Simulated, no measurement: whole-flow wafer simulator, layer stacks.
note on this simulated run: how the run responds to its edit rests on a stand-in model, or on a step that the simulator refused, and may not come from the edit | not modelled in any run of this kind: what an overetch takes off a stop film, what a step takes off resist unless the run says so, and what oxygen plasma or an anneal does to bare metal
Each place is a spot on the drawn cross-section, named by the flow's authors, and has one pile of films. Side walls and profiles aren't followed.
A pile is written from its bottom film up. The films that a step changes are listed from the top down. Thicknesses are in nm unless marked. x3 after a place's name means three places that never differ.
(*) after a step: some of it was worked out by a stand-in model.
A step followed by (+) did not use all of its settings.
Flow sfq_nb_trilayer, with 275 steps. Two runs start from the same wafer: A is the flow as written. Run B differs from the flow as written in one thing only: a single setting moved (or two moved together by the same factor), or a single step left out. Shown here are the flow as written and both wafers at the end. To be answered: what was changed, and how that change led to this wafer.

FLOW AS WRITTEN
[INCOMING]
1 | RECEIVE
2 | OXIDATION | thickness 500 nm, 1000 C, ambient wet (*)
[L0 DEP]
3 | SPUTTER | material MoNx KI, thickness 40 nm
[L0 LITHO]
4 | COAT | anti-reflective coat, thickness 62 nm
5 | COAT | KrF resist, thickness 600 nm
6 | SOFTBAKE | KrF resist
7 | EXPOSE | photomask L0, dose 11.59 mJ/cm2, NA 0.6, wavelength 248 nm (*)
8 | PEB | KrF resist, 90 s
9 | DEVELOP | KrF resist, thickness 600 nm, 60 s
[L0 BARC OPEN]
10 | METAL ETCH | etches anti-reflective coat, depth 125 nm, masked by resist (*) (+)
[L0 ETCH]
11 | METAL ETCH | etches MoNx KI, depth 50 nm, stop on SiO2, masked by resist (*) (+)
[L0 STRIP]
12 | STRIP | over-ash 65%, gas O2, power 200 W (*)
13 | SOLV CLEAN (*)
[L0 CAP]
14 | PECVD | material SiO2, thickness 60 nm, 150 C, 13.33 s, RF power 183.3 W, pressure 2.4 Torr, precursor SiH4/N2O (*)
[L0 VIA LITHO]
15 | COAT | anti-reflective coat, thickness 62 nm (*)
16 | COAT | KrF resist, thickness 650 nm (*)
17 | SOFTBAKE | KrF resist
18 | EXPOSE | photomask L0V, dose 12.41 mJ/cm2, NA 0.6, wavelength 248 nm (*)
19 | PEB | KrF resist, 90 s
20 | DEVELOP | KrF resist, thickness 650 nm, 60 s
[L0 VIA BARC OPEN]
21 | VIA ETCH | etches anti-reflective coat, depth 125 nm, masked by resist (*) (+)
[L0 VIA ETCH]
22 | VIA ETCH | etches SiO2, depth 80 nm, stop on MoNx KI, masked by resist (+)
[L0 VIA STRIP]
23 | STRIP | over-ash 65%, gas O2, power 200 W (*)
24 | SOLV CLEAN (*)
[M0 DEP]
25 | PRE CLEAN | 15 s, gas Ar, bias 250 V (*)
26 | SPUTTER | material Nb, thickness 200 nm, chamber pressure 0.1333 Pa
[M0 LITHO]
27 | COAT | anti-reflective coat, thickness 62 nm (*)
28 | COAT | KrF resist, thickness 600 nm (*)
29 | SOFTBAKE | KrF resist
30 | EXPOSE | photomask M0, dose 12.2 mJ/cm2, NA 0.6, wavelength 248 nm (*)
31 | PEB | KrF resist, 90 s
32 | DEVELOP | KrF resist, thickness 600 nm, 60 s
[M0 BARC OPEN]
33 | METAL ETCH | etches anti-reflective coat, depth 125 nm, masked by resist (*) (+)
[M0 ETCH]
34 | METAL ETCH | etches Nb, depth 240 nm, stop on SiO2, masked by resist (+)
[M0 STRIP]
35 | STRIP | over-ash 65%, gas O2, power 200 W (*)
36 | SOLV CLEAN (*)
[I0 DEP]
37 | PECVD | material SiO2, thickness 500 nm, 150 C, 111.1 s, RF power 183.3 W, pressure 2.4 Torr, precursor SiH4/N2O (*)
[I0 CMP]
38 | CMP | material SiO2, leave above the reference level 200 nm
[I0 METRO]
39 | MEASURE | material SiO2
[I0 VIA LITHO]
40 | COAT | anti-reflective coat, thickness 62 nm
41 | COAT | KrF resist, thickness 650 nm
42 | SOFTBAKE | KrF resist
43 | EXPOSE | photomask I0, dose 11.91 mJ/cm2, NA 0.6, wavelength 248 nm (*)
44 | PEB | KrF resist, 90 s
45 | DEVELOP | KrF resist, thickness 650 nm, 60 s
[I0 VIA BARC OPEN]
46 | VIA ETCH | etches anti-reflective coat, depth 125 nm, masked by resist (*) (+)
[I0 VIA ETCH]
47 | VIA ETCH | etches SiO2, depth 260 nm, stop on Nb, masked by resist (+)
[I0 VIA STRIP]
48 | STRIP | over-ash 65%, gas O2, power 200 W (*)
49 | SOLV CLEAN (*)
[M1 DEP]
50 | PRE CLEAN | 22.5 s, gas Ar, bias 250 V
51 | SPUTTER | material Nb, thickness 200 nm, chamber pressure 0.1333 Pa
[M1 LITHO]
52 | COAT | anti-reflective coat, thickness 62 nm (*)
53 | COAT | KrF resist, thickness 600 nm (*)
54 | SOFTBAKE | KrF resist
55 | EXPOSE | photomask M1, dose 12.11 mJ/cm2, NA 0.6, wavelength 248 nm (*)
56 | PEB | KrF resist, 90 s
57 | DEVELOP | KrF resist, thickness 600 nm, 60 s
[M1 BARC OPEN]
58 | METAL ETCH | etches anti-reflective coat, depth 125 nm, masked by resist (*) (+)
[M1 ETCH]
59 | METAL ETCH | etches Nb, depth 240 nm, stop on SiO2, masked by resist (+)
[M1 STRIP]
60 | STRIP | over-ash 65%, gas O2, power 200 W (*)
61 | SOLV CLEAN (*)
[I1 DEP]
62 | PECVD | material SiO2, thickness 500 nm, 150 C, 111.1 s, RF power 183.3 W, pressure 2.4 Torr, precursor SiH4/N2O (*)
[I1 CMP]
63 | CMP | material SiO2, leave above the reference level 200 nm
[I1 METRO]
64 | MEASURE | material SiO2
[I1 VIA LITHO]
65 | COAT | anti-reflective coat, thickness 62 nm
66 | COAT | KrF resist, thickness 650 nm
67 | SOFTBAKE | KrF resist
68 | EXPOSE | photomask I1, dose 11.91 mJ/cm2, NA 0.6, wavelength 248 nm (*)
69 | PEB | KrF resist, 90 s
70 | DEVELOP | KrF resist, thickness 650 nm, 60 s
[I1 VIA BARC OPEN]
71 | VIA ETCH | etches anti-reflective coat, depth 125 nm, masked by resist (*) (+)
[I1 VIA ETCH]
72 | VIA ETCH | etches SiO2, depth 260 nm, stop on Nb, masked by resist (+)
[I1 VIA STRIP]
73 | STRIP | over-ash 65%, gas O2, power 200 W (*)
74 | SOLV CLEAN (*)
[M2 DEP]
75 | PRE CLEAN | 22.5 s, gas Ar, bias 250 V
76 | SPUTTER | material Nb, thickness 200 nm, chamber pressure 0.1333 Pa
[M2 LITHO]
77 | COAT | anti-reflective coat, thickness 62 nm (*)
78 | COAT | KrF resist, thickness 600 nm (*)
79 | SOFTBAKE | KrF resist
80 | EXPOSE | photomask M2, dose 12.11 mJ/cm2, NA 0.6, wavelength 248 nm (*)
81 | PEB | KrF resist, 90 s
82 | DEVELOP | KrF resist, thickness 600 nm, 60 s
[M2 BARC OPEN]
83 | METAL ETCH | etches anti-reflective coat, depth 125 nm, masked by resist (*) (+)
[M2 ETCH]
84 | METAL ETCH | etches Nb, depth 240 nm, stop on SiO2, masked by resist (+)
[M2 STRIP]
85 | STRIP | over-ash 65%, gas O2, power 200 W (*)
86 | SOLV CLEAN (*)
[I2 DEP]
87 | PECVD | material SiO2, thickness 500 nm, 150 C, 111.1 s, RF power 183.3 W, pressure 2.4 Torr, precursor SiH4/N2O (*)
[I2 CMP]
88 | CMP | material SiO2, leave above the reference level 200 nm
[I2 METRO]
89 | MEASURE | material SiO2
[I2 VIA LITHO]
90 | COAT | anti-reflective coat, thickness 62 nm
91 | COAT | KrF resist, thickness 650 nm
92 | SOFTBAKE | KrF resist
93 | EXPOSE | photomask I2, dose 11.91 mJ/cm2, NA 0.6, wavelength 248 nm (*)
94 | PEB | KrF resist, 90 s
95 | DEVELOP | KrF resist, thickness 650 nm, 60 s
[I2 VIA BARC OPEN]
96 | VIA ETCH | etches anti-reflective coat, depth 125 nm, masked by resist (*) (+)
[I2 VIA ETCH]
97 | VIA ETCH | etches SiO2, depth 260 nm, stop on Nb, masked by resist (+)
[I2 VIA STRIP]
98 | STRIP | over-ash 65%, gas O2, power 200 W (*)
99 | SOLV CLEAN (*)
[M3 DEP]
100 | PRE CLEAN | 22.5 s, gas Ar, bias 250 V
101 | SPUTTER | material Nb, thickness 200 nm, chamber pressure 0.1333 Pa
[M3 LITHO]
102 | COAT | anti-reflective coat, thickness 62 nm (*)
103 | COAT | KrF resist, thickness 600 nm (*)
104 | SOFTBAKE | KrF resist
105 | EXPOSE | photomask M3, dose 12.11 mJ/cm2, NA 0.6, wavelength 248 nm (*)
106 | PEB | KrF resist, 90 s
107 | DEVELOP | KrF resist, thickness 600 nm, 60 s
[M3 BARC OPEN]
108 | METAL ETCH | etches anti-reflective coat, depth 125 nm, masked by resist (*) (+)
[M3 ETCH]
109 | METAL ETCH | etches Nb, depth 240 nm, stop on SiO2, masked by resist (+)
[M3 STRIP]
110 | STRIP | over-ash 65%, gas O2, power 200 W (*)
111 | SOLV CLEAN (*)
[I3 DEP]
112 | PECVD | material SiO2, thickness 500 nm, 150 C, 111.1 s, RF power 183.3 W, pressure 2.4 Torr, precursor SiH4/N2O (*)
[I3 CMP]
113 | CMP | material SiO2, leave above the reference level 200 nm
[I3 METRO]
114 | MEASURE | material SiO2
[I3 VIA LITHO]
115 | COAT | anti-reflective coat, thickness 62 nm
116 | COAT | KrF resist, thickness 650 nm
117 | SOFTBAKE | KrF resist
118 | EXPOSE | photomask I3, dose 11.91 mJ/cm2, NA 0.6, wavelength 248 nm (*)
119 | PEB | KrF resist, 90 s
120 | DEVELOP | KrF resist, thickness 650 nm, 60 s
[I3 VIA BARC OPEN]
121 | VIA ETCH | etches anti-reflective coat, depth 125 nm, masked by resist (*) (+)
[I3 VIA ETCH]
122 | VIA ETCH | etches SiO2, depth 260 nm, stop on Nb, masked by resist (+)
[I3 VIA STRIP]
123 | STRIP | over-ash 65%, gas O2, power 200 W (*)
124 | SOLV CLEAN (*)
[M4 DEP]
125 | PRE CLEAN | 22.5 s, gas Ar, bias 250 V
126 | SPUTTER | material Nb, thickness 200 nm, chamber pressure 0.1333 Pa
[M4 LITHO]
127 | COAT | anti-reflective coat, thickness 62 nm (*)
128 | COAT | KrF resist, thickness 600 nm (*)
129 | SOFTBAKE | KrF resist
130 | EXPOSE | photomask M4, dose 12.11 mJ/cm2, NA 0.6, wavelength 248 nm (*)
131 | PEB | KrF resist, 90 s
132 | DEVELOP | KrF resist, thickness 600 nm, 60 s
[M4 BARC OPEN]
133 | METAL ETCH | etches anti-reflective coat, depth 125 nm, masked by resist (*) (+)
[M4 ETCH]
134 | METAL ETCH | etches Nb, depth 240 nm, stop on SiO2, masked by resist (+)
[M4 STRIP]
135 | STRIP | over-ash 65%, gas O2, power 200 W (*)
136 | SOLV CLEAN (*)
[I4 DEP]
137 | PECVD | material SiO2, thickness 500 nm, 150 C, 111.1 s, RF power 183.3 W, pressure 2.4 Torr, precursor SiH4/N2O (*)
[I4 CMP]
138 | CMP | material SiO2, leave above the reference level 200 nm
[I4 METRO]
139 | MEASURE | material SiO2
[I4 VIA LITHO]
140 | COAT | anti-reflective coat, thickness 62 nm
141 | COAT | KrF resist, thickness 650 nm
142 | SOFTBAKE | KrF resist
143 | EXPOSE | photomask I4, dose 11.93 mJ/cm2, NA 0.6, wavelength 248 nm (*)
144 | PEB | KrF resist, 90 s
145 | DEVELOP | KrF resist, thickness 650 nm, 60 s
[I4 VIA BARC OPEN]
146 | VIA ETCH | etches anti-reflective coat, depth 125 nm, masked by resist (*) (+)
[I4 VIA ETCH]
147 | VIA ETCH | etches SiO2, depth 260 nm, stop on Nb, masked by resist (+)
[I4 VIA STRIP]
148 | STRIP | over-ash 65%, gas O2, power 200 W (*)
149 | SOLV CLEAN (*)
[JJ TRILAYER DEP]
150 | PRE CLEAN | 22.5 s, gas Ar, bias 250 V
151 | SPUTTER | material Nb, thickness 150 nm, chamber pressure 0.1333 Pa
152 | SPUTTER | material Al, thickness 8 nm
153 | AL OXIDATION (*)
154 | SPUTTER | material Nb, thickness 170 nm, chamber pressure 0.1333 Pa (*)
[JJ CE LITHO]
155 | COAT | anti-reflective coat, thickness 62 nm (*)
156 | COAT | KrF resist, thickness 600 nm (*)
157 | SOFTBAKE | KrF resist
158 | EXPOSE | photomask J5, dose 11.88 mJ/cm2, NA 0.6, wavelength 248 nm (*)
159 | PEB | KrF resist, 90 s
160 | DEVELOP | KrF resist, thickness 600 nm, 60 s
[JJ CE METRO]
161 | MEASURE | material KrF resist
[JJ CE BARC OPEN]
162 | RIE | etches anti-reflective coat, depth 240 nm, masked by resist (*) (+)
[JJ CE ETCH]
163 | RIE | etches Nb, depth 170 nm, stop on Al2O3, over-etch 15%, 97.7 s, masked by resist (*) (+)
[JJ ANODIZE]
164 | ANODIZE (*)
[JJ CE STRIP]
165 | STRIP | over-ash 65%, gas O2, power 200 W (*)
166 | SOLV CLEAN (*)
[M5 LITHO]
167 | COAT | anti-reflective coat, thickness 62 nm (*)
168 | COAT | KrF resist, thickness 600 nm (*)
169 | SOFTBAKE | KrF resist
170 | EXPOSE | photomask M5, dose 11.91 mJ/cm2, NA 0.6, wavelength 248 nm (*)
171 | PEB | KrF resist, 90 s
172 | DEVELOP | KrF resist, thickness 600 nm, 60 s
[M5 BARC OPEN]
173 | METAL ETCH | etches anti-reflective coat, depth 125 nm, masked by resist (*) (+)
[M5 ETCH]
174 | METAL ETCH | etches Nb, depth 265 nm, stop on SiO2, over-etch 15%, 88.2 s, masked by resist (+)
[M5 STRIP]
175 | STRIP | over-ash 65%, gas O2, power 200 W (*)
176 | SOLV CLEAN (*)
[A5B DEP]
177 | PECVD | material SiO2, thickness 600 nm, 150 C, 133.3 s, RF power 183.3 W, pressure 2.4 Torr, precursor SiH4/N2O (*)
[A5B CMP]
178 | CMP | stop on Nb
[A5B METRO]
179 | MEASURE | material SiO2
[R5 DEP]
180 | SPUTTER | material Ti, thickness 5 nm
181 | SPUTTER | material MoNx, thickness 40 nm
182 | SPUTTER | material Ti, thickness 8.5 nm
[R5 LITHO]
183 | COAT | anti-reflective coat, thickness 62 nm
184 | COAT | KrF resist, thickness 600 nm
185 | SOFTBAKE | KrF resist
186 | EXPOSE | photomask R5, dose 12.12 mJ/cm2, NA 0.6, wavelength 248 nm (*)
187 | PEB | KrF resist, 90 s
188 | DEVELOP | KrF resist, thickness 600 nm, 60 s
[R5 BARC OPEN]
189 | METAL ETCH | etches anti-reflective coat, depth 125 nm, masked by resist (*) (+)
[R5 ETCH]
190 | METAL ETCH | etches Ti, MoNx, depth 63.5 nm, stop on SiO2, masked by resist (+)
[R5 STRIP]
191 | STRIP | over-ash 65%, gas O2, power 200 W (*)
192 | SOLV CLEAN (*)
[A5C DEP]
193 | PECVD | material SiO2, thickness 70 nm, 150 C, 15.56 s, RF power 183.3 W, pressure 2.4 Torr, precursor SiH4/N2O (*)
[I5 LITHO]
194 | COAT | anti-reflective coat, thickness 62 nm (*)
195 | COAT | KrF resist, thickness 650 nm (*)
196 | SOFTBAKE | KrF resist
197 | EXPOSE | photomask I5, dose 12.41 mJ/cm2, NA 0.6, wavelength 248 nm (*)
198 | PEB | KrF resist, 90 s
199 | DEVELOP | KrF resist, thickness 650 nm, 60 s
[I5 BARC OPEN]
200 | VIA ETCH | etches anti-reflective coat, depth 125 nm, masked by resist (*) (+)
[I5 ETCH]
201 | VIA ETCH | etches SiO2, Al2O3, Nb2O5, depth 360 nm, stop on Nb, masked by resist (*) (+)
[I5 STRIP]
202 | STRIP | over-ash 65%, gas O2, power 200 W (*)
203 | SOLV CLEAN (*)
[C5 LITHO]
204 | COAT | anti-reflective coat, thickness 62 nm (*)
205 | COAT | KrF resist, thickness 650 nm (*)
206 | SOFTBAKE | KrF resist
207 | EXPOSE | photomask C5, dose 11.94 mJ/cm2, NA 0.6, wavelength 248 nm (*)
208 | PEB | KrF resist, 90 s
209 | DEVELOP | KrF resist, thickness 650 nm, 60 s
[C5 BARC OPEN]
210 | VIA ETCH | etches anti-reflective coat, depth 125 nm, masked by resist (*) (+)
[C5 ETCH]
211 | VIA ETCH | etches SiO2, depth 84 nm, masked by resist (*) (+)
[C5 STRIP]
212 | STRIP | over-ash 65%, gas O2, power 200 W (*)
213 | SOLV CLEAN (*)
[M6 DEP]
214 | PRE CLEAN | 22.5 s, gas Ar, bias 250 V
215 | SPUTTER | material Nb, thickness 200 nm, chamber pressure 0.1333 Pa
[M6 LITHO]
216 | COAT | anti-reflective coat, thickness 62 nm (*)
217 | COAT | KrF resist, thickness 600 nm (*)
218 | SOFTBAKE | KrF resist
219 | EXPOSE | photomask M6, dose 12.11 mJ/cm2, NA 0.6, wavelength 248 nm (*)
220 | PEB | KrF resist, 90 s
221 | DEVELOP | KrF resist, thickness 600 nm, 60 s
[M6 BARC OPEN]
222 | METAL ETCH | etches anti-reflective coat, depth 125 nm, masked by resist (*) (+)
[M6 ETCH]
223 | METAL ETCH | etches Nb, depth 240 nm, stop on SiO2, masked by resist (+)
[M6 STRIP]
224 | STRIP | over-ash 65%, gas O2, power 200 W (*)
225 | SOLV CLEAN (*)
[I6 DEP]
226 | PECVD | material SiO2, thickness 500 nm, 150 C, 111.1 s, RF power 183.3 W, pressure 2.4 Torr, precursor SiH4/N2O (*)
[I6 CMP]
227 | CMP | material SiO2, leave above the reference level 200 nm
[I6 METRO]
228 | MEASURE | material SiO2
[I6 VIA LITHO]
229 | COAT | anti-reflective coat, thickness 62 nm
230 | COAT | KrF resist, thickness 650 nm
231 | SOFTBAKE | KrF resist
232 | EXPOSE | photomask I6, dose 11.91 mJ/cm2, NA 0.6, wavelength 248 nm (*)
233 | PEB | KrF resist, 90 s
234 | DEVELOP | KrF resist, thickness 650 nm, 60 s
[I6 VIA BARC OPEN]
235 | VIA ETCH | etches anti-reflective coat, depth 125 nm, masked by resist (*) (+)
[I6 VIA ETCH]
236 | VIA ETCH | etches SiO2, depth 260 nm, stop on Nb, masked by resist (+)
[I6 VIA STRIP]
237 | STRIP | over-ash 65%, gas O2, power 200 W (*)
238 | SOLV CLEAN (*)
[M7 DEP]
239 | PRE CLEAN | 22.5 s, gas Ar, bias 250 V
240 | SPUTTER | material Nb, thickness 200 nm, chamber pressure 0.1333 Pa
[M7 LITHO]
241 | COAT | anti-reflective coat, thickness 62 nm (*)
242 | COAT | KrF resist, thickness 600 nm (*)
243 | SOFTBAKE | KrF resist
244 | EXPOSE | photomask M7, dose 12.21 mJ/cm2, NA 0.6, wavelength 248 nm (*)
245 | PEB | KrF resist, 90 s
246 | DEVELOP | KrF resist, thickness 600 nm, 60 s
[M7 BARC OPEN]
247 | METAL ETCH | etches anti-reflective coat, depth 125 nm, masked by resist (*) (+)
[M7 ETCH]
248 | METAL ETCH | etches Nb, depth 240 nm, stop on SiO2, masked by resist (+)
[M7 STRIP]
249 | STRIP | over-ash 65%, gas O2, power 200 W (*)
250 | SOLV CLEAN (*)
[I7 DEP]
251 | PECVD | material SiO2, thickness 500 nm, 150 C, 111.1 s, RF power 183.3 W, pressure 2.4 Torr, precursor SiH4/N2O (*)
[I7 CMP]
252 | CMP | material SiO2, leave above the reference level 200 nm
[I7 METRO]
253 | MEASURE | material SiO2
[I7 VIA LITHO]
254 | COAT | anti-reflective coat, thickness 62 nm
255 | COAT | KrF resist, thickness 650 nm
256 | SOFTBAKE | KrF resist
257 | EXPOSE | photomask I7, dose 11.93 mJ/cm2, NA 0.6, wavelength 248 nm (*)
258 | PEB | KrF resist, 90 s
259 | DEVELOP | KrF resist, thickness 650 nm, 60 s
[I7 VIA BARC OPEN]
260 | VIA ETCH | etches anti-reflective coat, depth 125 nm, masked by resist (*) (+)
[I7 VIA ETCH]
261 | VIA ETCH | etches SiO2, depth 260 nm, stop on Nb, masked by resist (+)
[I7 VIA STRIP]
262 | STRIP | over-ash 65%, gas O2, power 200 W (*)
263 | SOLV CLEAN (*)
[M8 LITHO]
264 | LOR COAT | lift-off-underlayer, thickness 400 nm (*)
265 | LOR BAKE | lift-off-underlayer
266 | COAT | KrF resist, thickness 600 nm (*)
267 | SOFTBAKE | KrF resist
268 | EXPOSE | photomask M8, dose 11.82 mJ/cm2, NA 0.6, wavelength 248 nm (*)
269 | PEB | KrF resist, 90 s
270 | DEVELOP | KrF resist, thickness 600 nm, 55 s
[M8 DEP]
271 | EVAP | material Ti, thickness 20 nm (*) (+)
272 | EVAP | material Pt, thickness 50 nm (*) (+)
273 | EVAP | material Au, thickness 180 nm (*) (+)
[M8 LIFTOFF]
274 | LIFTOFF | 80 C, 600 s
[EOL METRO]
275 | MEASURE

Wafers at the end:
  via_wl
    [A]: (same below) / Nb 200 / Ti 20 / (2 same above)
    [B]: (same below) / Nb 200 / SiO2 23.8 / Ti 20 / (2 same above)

Cause: step 261, VIA ETCH: depth 176 nm was run, though the flow has depth 260 nm.

Step by step, how the change led to this:
  261 | VIA ETCH | etches SiO2, depth 260 nm, stop on Nb, masked by resist (+)
      via_wl, via_w, via_wr: A -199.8 SiO2 (all of it) | B -176 SiO2
      field_l, v_sur, via_sp and 100 more: A -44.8 KrF resist | B -30.3 KrF resist
  262 | STRIP | over-ash 65%, gas O2, power 200 W (*)
      field_l, v_sur, via_sp and 100 more: A -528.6 KrF resist (all of it), -62 anti-reflective coat (all of it) | B -543.1 KrF resist (all of it), -62 anti-reflective coat (all of it)
  264 | LOR COAT | lift-off-underlayer, thickness 400 nm (*)
      via_wl, via_wr: A +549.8 lift-off-underlayer (new film) | B +531.9 lift-off-underlayer (new film)
      via_w: A +536.4 lift-off-underlayer (new film) | B +520.2 lift-off-underlayer (new film)
  270 | DEVELOP | KrF resist, thickness 600 nm, 55 s
      via_wl: A -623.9 KrF resist (all of it), -549.8 lift-off-underlayer (all of it) | B -620.9 KrF resist (all of it), -531.9 lift-off-underlayer (all of it)
      via_w: A -635.4 KrF resist (all of it), -536.4 lift-off-underlayer (all of it) | B -631.1 KrF resist (all of it), -520.2 lift-off-underlayer (all of it)
      (and at 1 other place as well)
With metal films that touch counted as one body, via_wl has 8 bodies (between them, from the top down: SiO2 23.8; SiO2 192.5; SiO2 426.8 / Al2O3 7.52 / Nb2O5 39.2; SiO2 192.5; SiO2 192.5; SiO2 192.5; SiO2 192.5); the flow as written gives 7 bodies (between them, from the top down: SiO2 192.5; SiO2 426.8 / Al2O3 7.52 / Nb2O5 39.2; SiO2 192.5; SiO2 192.5; SiO2 192.5; SiO2 192.5).
